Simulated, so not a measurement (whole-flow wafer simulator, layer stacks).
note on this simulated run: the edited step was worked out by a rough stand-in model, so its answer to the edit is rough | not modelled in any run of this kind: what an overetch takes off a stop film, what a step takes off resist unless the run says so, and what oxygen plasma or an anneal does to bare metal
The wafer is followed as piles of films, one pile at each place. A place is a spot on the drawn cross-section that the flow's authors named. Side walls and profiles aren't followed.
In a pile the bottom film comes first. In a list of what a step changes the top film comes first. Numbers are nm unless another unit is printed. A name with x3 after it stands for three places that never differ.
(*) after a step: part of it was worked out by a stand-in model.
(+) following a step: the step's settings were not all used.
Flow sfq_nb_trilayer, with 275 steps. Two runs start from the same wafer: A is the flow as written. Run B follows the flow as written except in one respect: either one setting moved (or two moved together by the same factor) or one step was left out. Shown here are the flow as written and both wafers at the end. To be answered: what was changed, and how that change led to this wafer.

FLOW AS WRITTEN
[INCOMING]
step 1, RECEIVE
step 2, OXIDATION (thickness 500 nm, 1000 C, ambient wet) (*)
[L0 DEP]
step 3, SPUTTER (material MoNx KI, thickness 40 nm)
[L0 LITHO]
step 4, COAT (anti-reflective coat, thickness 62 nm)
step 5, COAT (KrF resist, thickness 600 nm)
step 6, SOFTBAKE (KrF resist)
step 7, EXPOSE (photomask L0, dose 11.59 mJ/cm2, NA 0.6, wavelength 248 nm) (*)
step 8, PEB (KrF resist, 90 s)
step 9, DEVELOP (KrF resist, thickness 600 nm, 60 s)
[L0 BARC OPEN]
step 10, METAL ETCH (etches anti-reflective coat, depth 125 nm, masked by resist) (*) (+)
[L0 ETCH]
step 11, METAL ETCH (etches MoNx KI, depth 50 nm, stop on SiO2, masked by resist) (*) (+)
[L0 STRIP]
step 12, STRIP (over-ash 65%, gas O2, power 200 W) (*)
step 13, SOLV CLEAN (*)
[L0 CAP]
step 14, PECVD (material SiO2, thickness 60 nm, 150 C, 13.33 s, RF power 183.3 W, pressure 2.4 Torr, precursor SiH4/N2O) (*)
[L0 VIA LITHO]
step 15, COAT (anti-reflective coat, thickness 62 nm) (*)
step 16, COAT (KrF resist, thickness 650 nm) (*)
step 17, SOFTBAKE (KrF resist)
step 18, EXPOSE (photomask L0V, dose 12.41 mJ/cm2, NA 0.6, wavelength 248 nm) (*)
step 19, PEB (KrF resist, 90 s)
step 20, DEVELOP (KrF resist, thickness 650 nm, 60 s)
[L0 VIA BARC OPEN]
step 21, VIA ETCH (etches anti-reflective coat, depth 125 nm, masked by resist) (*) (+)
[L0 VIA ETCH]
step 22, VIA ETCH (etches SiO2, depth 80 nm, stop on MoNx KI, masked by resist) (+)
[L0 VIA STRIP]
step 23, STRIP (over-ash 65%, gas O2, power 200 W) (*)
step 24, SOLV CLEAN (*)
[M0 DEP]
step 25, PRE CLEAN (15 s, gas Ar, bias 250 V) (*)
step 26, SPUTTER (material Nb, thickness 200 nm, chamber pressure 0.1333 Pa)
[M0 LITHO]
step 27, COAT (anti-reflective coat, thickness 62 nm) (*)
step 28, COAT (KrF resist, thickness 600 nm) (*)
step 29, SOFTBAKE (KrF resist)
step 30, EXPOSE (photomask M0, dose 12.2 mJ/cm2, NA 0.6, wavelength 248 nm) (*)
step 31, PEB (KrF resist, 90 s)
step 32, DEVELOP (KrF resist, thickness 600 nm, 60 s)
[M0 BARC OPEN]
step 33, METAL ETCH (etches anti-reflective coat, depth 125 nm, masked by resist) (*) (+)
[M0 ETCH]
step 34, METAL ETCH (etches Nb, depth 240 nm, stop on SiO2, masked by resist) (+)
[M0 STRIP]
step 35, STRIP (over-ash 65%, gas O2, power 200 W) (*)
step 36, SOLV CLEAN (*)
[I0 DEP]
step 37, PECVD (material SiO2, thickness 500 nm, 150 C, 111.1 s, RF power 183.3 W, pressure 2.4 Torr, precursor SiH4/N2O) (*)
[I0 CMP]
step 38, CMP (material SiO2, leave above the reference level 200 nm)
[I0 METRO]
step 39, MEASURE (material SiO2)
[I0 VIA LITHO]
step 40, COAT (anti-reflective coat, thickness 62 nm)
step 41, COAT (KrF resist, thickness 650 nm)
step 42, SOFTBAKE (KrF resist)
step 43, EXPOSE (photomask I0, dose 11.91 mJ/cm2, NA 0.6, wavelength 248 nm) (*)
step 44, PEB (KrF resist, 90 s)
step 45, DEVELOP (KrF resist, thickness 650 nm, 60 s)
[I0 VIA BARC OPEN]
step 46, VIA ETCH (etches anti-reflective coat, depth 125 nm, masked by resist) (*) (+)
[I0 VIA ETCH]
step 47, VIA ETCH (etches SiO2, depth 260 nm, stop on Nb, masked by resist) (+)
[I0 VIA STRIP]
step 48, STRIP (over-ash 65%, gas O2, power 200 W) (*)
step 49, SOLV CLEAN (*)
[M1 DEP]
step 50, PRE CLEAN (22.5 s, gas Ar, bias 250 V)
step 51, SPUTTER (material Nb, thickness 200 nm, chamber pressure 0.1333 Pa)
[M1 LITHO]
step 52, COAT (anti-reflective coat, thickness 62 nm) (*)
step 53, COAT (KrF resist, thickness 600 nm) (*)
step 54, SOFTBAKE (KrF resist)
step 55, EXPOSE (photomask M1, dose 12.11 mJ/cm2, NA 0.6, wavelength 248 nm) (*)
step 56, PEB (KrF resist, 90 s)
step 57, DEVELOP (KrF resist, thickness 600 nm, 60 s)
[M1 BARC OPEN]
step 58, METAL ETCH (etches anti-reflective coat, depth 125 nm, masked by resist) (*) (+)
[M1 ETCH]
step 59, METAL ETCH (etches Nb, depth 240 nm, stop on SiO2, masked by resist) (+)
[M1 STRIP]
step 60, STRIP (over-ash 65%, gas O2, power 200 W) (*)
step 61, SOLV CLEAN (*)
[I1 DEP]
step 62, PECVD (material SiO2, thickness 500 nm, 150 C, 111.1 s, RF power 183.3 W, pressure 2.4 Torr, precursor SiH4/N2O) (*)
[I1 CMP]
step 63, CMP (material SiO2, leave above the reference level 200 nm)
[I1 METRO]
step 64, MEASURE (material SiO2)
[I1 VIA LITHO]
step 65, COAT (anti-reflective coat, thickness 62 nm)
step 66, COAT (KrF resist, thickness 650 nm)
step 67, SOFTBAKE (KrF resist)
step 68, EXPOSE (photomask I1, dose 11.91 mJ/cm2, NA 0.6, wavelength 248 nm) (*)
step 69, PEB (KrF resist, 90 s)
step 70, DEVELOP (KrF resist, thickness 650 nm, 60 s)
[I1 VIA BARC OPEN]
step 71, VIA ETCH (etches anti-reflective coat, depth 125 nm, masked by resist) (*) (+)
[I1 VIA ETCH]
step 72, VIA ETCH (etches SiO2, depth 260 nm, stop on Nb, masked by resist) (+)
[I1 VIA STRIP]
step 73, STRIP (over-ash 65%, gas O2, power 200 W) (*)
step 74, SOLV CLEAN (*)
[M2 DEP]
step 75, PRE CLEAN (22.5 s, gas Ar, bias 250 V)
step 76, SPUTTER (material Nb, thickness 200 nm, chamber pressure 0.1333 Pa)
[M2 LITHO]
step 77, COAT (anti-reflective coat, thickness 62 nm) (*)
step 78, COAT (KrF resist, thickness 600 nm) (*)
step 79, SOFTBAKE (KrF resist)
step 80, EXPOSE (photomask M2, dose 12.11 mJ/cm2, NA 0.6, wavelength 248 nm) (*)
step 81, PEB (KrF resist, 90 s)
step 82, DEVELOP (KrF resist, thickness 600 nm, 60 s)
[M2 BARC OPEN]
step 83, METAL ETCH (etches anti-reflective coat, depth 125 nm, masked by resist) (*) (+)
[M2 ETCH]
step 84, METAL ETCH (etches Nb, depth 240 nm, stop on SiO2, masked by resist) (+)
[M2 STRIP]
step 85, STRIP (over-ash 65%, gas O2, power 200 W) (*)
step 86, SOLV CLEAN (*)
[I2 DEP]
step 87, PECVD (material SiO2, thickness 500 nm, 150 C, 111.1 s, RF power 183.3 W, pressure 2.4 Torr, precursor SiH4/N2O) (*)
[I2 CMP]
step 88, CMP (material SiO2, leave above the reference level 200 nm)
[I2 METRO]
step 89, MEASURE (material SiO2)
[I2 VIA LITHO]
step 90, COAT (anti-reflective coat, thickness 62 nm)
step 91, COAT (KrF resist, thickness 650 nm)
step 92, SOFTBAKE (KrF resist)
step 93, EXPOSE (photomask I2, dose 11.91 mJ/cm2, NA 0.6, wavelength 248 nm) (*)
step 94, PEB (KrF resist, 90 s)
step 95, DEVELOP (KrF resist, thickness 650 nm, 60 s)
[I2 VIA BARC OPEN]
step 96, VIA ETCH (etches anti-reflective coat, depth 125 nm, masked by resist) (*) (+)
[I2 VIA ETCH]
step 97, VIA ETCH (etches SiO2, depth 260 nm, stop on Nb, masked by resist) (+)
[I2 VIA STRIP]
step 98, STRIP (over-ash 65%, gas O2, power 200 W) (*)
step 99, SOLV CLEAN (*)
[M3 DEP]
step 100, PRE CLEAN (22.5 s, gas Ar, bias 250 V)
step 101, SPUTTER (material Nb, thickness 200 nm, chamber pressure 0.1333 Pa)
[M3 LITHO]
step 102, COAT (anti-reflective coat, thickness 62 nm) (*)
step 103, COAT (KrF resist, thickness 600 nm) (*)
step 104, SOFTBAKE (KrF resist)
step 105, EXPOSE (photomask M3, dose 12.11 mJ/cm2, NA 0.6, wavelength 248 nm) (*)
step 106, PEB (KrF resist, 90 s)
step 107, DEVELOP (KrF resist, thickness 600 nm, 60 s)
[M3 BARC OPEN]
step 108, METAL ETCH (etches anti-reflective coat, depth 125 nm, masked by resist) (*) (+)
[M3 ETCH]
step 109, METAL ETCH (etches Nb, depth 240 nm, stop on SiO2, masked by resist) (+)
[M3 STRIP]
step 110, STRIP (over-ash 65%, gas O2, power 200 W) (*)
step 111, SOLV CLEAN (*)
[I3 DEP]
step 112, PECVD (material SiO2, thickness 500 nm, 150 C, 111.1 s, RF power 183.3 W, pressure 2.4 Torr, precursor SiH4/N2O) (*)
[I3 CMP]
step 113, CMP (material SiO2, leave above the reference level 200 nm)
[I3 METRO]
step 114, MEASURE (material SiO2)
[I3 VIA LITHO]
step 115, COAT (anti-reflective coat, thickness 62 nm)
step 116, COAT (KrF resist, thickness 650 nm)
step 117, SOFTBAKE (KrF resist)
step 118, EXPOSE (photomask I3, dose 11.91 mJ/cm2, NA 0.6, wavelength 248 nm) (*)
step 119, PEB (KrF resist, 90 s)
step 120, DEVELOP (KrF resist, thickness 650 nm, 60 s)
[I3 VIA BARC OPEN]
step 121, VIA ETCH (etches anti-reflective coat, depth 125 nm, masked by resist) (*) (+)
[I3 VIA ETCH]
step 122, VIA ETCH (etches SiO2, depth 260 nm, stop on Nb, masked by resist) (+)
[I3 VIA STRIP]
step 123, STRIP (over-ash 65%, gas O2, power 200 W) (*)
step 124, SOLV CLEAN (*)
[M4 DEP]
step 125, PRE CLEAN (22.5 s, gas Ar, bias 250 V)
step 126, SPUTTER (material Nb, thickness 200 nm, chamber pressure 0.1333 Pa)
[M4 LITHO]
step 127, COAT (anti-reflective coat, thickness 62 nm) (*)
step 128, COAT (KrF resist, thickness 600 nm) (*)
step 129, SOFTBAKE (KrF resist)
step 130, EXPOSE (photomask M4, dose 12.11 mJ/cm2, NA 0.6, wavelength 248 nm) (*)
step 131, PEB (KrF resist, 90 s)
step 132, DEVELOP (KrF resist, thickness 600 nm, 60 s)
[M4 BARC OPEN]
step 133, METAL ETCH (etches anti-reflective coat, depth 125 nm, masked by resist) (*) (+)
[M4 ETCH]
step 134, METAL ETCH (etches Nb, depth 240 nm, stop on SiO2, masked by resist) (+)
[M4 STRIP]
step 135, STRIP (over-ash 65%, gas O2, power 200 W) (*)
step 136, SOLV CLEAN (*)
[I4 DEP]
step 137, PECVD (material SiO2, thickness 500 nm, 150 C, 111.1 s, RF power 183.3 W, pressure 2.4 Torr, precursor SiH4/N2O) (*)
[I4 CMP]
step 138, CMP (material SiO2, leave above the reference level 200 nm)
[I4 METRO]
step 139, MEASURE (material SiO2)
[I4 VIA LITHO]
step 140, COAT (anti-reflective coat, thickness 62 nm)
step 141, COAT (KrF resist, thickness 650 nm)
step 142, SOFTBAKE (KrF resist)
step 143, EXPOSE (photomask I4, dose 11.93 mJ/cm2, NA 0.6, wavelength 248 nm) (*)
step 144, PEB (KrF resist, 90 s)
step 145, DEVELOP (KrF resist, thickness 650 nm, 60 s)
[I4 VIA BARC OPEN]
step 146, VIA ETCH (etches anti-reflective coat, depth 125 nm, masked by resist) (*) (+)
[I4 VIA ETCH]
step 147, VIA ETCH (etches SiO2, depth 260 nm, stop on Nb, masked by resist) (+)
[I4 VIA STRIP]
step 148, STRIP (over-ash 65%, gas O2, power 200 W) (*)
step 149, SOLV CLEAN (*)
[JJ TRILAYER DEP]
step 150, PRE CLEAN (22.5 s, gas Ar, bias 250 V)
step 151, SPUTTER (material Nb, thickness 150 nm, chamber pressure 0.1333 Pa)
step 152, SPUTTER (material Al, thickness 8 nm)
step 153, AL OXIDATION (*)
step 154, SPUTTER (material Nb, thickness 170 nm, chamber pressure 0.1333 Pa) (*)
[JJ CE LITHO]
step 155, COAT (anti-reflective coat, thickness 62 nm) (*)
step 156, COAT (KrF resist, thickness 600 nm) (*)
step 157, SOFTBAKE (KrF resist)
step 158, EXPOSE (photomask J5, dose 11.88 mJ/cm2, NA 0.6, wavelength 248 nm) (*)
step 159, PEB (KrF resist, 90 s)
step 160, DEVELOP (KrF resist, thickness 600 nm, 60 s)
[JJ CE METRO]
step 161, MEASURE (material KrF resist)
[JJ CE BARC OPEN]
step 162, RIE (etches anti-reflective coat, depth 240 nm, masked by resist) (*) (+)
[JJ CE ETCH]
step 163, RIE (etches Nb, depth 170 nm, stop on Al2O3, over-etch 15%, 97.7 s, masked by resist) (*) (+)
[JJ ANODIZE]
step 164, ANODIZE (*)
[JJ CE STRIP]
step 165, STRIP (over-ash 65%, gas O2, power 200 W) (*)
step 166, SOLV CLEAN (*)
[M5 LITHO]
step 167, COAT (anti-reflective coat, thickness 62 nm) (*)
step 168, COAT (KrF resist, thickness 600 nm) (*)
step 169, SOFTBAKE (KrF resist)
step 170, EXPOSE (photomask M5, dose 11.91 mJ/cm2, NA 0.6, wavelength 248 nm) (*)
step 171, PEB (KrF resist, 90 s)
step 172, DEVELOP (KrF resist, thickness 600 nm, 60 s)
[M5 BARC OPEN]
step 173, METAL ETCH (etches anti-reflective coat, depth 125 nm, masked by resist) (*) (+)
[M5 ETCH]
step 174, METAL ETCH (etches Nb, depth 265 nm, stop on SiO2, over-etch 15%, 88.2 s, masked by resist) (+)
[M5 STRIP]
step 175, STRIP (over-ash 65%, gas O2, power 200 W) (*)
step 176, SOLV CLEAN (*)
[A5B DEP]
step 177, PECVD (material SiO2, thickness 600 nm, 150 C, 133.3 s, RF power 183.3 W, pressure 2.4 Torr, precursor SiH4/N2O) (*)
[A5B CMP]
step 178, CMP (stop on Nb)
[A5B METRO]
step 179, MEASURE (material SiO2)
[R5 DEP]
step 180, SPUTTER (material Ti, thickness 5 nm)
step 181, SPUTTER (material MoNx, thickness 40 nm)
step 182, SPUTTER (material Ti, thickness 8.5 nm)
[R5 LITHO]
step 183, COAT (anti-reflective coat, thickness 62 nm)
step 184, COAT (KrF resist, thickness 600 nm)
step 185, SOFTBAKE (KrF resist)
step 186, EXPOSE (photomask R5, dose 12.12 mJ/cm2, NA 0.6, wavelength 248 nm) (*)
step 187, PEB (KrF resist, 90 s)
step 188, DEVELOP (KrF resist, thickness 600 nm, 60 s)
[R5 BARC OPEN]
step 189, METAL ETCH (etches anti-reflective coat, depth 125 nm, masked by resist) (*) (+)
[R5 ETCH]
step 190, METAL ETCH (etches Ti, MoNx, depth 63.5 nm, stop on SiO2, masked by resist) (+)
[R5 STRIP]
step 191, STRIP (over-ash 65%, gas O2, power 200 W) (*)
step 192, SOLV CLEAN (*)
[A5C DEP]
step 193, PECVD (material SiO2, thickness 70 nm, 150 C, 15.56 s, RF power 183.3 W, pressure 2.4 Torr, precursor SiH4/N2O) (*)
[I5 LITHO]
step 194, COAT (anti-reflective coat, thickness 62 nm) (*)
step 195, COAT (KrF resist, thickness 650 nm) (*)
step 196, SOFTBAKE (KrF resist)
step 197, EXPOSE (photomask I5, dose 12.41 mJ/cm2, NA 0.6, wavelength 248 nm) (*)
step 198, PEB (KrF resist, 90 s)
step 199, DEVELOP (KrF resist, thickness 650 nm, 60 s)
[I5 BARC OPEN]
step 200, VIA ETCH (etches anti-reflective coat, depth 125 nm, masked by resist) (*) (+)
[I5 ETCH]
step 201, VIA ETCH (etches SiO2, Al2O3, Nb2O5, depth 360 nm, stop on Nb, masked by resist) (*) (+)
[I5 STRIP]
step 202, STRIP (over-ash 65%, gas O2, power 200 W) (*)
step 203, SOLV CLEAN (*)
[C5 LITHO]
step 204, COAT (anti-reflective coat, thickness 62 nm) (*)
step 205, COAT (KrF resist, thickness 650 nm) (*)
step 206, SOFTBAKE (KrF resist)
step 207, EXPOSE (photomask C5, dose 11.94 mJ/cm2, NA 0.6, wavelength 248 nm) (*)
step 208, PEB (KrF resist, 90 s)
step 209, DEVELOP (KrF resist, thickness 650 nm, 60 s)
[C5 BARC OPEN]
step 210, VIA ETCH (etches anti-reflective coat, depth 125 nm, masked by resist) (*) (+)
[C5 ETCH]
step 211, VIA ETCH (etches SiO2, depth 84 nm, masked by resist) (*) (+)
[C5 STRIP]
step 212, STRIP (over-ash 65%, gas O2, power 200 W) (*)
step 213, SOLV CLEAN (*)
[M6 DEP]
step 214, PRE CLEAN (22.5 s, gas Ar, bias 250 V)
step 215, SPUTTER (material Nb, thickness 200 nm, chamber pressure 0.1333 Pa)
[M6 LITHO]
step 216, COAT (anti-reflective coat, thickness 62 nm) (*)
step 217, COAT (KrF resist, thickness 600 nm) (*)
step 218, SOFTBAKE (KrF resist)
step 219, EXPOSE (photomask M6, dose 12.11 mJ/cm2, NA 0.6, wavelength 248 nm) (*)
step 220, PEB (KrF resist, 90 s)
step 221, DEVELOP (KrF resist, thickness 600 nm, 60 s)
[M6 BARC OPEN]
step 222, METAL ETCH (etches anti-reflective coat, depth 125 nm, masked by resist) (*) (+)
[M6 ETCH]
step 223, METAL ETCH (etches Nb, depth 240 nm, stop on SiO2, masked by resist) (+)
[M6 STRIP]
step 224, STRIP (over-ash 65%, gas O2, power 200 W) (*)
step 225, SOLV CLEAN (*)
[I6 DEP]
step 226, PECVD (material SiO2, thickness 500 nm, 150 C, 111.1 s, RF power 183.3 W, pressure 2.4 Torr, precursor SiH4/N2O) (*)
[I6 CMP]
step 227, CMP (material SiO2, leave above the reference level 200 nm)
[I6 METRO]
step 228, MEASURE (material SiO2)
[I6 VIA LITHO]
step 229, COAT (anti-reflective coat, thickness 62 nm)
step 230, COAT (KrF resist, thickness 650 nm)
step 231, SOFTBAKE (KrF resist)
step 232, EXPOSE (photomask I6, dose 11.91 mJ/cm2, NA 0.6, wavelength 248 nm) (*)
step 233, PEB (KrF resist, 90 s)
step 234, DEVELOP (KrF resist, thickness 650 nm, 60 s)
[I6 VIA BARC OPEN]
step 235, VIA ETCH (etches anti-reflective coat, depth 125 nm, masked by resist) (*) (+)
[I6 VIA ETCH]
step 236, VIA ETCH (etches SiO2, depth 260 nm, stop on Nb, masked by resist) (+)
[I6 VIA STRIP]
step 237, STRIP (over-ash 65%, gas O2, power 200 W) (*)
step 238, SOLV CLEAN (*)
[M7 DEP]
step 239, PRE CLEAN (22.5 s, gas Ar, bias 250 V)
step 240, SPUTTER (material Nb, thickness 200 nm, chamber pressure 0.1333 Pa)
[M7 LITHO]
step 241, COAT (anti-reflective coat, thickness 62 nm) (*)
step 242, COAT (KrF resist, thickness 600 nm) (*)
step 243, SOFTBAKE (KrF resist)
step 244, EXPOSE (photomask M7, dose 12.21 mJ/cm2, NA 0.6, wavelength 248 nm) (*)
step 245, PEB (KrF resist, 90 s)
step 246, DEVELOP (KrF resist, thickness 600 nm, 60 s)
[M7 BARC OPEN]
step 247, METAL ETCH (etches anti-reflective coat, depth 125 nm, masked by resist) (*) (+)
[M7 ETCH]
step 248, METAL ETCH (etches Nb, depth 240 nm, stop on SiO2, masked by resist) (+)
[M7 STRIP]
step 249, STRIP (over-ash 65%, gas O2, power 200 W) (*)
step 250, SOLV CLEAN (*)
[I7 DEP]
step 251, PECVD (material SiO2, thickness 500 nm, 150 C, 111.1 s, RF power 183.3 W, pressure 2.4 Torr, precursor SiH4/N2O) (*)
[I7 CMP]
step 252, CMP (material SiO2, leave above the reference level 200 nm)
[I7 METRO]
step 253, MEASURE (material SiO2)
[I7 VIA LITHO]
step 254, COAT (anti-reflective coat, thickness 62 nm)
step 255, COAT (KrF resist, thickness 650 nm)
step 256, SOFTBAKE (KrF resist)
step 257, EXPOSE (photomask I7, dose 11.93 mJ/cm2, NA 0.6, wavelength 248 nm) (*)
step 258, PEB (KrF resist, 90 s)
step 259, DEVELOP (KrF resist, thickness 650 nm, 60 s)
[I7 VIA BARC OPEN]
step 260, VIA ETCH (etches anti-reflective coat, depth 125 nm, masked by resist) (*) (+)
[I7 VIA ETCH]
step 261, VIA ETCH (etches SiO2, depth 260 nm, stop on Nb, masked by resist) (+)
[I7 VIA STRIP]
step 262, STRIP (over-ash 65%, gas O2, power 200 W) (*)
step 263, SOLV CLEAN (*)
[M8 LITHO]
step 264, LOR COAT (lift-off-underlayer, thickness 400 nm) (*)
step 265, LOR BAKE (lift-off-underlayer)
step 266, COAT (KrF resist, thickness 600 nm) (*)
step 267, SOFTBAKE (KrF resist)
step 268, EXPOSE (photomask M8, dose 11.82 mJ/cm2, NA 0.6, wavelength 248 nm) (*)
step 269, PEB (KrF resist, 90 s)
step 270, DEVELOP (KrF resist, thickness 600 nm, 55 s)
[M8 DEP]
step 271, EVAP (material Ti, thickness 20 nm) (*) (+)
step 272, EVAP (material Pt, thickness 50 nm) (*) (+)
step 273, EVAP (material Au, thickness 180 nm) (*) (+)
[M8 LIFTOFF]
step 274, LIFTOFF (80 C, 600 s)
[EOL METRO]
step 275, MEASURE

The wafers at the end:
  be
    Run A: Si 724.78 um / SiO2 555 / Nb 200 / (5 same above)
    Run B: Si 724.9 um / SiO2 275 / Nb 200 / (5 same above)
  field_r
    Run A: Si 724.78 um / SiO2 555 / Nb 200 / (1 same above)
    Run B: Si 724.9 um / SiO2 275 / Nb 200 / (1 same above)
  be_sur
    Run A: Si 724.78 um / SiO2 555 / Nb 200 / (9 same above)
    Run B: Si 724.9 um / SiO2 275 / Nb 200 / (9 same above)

What caused this: step 2, OXIDATION: thickness 220 nm was run, whereas the flow has thickness 500 nm.

The path from the change to this, step by step:
  step 2, OXIDATION (thickness 500 nm, 1000 C, ambient wet) (*)
      field_l, v_sur, via_wl and 103 more: A SiO2 gains 500 (new film), chemical SiO2 loses 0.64 (all of it), Si loses 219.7 | B SiO2 gains 220 (new film), chemical SiO2 loses 0.64 (all of it), Si loses 96.5
